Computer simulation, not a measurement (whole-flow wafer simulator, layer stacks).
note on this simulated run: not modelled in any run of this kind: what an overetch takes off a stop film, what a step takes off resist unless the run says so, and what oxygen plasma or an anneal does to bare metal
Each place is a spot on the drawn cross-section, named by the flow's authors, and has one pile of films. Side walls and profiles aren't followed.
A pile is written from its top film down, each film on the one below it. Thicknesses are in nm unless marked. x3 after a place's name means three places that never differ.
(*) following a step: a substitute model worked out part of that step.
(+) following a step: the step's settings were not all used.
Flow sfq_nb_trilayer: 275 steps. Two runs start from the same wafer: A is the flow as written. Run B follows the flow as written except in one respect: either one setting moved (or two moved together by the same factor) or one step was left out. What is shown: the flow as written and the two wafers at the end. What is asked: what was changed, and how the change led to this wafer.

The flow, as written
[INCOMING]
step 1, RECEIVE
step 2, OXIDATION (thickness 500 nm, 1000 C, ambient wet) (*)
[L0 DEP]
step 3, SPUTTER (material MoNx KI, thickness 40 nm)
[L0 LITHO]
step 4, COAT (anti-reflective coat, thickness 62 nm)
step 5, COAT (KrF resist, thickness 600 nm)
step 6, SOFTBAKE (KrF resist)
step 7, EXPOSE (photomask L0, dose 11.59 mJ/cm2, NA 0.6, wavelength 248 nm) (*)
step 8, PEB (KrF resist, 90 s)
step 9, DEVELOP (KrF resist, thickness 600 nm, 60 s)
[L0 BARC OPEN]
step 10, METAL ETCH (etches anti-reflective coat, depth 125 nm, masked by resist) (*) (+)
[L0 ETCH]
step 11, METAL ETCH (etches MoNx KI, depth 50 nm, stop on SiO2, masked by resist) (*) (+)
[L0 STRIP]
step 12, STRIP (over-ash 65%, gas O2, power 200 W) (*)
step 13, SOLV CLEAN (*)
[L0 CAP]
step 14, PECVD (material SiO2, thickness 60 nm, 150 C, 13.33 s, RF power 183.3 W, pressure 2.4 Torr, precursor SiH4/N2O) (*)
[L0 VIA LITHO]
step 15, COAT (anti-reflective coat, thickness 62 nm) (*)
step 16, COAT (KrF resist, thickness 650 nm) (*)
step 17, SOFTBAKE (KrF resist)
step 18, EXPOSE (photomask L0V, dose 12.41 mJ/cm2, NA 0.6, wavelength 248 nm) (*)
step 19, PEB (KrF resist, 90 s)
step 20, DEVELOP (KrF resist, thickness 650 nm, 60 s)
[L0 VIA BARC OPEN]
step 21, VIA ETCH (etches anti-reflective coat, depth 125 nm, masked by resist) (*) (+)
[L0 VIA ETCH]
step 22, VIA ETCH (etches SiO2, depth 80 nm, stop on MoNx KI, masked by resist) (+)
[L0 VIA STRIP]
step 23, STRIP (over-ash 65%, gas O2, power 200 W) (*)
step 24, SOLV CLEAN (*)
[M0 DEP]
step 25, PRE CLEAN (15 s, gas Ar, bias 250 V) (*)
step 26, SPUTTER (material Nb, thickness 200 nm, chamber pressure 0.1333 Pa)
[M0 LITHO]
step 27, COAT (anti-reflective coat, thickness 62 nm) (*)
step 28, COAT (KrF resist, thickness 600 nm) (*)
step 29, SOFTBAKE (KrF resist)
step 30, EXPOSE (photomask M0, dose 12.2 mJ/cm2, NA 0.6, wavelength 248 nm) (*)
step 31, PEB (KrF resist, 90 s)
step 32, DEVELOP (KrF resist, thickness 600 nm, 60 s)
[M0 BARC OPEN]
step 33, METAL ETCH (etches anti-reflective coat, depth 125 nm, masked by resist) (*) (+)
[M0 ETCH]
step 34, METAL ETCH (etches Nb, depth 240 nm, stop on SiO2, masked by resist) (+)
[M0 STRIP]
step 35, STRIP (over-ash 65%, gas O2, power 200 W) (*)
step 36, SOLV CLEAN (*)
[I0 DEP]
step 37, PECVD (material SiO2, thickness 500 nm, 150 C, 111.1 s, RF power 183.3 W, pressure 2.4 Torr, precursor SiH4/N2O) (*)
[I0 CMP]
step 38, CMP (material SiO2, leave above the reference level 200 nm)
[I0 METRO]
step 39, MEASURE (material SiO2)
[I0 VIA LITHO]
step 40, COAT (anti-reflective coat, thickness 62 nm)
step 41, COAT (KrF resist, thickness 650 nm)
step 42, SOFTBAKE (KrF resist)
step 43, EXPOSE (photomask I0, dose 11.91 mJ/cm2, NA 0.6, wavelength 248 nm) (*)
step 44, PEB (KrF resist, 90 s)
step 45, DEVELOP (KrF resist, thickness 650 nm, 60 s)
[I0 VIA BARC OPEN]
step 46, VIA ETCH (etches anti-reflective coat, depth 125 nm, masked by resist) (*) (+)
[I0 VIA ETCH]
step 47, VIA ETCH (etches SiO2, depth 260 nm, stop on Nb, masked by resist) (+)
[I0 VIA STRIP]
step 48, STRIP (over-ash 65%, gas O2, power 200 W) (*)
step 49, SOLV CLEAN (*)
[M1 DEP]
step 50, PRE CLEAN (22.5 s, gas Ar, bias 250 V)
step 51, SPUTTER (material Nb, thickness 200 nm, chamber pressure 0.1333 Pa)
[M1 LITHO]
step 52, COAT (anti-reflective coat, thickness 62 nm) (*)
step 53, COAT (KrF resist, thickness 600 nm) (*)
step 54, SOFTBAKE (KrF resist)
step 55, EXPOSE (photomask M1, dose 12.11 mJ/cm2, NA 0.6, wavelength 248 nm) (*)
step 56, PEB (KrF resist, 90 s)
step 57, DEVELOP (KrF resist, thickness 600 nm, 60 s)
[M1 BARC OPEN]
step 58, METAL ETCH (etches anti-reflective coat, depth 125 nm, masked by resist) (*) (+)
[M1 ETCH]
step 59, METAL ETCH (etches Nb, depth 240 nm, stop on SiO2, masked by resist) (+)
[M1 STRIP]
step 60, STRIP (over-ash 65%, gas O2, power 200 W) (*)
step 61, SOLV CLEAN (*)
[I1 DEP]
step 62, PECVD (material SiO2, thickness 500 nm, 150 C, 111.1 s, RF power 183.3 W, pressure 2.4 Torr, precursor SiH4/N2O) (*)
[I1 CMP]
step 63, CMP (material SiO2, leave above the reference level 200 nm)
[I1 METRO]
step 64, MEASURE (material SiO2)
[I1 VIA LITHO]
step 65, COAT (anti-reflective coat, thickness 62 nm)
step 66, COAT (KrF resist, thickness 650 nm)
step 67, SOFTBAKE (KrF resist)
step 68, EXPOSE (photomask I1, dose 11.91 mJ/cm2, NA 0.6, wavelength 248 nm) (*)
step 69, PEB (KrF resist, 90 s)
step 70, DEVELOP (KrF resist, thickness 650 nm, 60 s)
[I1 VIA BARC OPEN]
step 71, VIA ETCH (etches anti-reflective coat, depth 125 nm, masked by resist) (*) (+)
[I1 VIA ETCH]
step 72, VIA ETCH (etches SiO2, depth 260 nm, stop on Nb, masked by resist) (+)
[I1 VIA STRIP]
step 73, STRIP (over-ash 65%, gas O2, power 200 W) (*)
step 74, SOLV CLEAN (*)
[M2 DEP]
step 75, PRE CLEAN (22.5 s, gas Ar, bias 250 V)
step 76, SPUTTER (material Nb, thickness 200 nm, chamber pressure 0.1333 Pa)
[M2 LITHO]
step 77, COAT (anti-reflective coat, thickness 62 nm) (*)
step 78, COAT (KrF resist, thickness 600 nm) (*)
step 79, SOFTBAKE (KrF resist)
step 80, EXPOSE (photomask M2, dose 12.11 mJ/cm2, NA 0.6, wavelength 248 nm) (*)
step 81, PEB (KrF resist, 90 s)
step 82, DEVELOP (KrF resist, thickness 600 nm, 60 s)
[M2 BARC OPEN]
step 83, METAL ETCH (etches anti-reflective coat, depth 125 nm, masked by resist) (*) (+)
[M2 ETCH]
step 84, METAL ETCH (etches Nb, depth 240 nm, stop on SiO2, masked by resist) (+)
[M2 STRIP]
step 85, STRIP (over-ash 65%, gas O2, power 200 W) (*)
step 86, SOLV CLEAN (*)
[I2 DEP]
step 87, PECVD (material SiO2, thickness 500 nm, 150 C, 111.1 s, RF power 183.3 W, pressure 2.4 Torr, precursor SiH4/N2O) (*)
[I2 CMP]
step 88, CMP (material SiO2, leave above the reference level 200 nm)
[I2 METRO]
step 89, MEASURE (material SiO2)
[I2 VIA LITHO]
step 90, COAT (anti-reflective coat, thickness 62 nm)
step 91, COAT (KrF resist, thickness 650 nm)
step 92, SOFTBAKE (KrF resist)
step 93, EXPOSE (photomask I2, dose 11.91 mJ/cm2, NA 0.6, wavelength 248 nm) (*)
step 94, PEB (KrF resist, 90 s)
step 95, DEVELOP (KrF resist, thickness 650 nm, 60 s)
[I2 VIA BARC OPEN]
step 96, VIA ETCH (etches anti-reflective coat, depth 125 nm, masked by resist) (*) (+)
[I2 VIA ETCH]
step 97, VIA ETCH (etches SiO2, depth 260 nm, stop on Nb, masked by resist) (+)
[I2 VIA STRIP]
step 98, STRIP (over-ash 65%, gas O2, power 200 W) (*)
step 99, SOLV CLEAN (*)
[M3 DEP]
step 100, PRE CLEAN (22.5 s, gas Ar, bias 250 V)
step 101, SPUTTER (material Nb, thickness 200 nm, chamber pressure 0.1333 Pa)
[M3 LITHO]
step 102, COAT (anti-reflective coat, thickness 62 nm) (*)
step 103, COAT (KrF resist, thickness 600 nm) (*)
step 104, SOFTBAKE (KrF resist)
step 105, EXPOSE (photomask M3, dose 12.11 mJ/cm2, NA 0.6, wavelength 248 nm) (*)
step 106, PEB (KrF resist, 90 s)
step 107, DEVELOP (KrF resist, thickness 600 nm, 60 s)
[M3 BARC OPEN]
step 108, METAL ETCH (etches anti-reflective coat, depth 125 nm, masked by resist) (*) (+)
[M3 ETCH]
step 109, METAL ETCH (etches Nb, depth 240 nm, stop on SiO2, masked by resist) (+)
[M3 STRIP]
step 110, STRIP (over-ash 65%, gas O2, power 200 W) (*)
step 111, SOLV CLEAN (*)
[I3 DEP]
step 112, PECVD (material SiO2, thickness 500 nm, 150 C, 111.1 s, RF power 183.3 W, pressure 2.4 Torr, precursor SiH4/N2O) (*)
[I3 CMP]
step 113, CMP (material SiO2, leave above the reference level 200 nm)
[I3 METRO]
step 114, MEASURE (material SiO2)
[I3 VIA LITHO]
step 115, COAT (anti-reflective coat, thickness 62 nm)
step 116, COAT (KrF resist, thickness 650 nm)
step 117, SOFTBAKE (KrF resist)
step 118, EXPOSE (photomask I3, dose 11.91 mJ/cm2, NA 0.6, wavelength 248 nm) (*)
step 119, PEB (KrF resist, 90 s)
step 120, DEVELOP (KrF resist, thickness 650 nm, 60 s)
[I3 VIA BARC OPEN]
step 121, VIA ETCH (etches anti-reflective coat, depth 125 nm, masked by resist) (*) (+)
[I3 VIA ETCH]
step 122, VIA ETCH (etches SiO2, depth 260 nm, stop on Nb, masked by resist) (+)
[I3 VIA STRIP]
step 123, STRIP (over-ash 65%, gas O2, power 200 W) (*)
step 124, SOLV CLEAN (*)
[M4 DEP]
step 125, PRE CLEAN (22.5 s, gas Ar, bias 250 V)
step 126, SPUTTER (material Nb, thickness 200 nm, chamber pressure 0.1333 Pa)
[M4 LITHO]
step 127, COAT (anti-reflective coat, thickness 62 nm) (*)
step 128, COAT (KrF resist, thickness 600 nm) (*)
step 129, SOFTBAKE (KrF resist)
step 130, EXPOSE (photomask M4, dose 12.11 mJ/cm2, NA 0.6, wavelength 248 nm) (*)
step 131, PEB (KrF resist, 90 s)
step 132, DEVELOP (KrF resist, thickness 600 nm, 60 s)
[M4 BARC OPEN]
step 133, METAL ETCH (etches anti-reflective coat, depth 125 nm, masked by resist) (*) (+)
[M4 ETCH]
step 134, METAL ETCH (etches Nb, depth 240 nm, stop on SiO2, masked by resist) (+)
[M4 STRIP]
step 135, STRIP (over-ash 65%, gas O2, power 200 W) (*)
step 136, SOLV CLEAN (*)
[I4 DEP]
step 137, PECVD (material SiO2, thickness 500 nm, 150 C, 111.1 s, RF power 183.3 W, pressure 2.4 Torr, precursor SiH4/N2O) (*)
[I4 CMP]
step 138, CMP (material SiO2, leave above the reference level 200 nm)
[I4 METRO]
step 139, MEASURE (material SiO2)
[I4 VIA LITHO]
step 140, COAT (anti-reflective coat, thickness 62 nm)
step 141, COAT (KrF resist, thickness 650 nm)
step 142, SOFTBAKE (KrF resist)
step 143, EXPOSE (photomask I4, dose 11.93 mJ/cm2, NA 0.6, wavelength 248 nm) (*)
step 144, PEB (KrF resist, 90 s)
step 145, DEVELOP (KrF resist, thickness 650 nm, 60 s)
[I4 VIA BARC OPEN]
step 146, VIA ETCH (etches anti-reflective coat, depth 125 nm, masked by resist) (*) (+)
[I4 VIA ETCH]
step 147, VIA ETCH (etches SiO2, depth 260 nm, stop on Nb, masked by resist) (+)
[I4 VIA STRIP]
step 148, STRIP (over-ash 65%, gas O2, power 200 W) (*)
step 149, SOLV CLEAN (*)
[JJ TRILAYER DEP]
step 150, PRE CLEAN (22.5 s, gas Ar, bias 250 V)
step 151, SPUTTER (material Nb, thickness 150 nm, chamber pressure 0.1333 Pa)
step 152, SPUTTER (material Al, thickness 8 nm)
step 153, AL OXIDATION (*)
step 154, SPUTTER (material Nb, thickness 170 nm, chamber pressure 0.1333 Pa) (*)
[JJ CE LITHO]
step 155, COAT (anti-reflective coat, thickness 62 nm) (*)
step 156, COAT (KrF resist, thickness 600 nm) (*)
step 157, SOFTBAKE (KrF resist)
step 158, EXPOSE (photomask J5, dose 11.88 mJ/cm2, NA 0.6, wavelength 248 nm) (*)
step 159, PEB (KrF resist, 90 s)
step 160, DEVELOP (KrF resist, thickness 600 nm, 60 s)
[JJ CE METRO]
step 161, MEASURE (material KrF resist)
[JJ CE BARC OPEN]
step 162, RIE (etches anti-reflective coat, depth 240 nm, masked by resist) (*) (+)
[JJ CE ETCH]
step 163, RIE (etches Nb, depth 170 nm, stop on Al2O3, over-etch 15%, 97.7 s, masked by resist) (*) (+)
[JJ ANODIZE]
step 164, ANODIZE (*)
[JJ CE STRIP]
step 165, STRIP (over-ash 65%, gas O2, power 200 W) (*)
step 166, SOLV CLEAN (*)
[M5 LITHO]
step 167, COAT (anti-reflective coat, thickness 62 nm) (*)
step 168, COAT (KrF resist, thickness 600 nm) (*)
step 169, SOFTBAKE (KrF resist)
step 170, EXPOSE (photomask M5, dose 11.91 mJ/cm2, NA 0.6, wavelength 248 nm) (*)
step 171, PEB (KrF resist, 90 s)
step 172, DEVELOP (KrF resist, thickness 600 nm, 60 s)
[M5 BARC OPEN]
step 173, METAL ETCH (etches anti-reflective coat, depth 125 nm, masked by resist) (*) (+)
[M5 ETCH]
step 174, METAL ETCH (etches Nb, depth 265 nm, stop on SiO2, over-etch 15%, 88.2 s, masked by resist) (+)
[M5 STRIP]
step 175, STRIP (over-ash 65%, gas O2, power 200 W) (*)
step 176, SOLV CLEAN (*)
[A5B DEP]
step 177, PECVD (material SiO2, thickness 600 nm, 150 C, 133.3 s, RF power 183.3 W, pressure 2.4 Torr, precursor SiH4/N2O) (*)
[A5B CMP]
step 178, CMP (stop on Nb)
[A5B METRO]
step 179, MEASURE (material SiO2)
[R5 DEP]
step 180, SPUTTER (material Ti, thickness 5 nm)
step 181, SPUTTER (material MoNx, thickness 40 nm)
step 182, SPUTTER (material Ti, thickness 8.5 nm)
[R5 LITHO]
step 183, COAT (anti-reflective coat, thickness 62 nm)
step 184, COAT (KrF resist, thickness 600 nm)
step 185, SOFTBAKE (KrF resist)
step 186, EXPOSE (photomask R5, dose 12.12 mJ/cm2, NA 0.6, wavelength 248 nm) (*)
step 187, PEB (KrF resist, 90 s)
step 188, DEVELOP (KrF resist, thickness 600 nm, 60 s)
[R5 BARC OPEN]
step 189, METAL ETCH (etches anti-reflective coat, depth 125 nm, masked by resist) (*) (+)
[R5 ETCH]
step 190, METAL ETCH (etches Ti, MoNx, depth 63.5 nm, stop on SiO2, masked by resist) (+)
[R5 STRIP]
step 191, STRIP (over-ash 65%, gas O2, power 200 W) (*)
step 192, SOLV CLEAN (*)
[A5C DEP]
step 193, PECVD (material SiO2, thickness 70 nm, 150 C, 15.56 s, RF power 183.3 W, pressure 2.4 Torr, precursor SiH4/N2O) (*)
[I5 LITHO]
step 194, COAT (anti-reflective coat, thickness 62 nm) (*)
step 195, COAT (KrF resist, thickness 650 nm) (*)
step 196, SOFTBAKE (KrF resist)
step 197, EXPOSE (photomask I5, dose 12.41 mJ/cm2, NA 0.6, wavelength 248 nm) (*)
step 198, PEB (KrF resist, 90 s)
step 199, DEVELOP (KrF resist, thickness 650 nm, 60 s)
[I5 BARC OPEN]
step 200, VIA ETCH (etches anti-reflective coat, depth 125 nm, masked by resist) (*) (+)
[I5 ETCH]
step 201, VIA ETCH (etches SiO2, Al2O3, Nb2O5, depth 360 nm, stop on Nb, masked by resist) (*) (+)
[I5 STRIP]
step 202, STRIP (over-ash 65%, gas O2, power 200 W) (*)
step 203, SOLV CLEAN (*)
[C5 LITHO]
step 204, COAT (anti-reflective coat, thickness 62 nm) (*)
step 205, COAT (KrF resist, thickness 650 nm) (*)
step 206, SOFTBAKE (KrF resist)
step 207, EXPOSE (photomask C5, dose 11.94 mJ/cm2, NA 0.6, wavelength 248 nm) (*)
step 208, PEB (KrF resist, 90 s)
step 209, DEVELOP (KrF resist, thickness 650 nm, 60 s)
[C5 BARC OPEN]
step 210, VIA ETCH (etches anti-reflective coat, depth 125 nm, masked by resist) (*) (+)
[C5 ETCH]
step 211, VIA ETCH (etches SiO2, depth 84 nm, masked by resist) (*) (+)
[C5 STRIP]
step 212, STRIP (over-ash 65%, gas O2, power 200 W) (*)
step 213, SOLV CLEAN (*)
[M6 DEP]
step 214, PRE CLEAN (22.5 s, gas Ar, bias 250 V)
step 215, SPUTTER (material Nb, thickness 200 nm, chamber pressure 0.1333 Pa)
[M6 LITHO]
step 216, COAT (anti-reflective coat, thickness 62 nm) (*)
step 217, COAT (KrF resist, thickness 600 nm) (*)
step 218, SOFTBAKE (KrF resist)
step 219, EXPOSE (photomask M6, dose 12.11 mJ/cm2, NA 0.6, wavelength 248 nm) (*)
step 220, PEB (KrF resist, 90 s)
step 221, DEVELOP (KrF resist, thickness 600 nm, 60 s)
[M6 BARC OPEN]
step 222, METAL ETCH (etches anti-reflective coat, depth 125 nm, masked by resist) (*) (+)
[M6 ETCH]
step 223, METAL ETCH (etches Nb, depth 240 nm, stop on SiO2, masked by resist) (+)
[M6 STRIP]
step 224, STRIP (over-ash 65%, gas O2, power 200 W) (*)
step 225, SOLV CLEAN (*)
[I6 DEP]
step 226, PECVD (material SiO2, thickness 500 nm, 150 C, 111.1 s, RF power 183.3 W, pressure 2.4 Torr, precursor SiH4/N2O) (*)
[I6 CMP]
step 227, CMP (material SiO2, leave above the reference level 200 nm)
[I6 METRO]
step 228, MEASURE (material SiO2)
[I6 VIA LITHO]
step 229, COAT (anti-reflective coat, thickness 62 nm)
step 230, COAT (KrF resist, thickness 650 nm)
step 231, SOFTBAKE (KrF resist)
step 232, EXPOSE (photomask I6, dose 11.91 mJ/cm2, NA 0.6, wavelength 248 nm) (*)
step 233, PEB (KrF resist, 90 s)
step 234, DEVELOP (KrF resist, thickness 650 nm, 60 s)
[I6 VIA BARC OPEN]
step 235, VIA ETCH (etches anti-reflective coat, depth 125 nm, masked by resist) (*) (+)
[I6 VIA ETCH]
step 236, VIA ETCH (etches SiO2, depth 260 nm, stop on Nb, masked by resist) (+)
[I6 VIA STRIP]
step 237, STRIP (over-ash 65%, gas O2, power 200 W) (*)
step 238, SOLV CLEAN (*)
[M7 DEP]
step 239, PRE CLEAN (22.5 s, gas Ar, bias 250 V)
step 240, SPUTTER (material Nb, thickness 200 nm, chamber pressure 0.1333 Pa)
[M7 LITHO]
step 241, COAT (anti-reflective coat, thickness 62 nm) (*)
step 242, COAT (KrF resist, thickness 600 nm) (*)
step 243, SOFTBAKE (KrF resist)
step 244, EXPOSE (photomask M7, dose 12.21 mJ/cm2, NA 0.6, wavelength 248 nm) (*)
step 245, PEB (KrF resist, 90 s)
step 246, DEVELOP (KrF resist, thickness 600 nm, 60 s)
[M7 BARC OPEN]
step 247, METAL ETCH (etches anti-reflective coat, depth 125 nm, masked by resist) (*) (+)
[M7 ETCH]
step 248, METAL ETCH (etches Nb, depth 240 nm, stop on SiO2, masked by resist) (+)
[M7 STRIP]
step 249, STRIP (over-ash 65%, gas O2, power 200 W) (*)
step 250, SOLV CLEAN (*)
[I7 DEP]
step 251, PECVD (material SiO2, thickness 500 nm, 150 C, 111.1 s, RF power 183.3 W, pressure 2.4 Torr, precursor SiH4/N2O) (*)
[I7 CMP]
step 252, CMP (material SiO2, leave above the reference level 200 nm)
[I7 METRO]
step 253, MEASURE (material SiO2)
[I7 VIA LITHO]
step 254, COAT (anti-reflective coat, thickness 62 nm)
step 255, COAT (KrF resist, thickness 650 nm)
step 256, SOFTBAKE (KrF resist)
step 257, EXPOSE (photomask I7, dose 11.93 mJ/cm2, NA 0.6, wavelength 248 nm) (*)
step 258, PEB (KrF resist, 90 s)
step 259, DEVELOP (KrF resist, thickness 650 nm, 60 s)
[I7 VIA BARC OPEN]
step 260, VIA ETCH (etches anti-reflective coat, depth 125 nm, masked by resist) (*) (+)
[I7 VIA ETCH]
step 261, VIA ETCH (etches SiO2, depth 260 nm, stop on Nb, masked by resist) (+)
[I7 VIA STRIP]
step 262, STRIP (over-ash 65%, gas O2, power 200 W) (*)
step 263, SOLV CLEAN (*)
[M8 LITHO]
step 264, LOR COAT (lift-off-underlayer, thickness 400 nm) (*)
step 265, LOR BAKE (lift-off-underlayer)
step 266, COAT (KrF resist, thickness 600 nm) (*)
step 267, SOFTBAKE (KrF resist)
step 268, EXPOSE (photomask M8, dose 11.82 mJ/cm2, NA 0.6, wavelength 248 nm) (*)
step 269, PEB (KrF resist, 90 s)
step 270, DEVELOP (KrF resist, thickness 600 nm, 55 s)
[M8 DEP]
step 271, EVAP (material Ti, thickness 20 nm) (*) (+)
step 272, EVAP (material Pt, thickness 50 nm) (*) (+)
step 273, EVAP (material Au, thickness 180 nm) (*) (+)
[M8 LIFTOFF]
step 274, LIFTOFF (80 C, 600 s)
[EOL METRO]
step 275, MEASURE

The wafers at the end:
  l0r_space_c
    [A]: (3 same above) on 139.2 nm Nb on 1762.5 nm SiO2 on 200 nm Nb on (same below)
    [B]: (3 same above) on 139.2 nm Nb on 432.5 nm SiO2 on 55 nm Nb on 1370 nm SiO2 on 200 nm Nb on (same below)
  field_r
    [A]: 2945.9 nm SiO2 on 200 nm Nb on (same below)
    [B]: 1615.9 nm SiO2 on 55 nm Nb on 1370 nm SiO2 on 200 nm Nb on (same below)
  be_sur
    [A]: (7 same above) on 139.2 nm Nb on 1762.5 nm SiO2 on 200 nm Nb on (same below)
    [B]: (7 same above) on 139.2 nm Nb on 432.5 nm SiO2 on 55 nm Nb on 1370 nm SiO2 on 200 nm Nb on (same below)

What caused this: step 126, SPUTTER: thickness 295 nm was run, though the flow has thickness 200 nm.

The path from the change to this, step by step:
  step 126, SPUTTER (material Nb, thickness 200 nm, chamber pressure 0.1333 Pa)
      field_l, v_sur, via_wl and 102 more: A Nb gains 200 (new film) | B Nb gains 295 (new film)
      via_v: A Nb gains 165.5 | B Nb gains 245.5
  step 134, METAL ETCH (etches Nb, depth 240 nm, stop on SiO2, masked by resist) (+)
      field_l, be, be_sur and 64 more: A Nb loses 200 (all of it) | B Nb loses 240
  step 137, PECVD (material SiO2, thickness 500 nm, 150 C, 111.1 s, RF power 183.3 W, pressure 2.4 Torr, precursor SiH4/N2O) (*)
      field_l, be, be_sur and 55 more: A SiO2 gains 500 | B SiO2 gains 500 (new film)
      p3_s0, p3_s1, p3_s2, p3_s3, p3_s4, p3_s5: A SiO2 gains 557.1 | B SiO2 gains 597.1 (new film)
      (also at 3 further places)
  step 138, CMP (material SiO2, leave above the reference level 200 nm)
      field_l, be, be_sur and 55 more: A SiO2 loses 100 | B SiO2 loses 60
      lsp_r, l0_sur, l0v: A SiO2 loses 91.9 | B SiO2 loses 50.3
      (also at 1 further place)
Taking metal films that touch as one body, l0r_space_c has 3 bodies (between them, from the top down: SiO2 432.5; SiO2 1370); the flow as written gives 2 bodies (between them, from the top down: SiO2 1762.5).
Taking metal films that touch as one body, field_r has 2 bodies (between them, from the top down: SiO2 1370); the flow as written gives 1 body.
Taking metal films that touch as one body, be_sur has 5 bodies (between them, from the top down: SiO2 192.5; SiO2 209 / Al2O3 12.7 / Nb2O5 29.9; SiO2 432.5; SiO2 1370); the flow as written gives 4 bodies (between them, from the top down: SiO2 192.5; SiO2 209 / Al2O3 12.7 / Nb2O5 29.9; SiO2 1762.5).
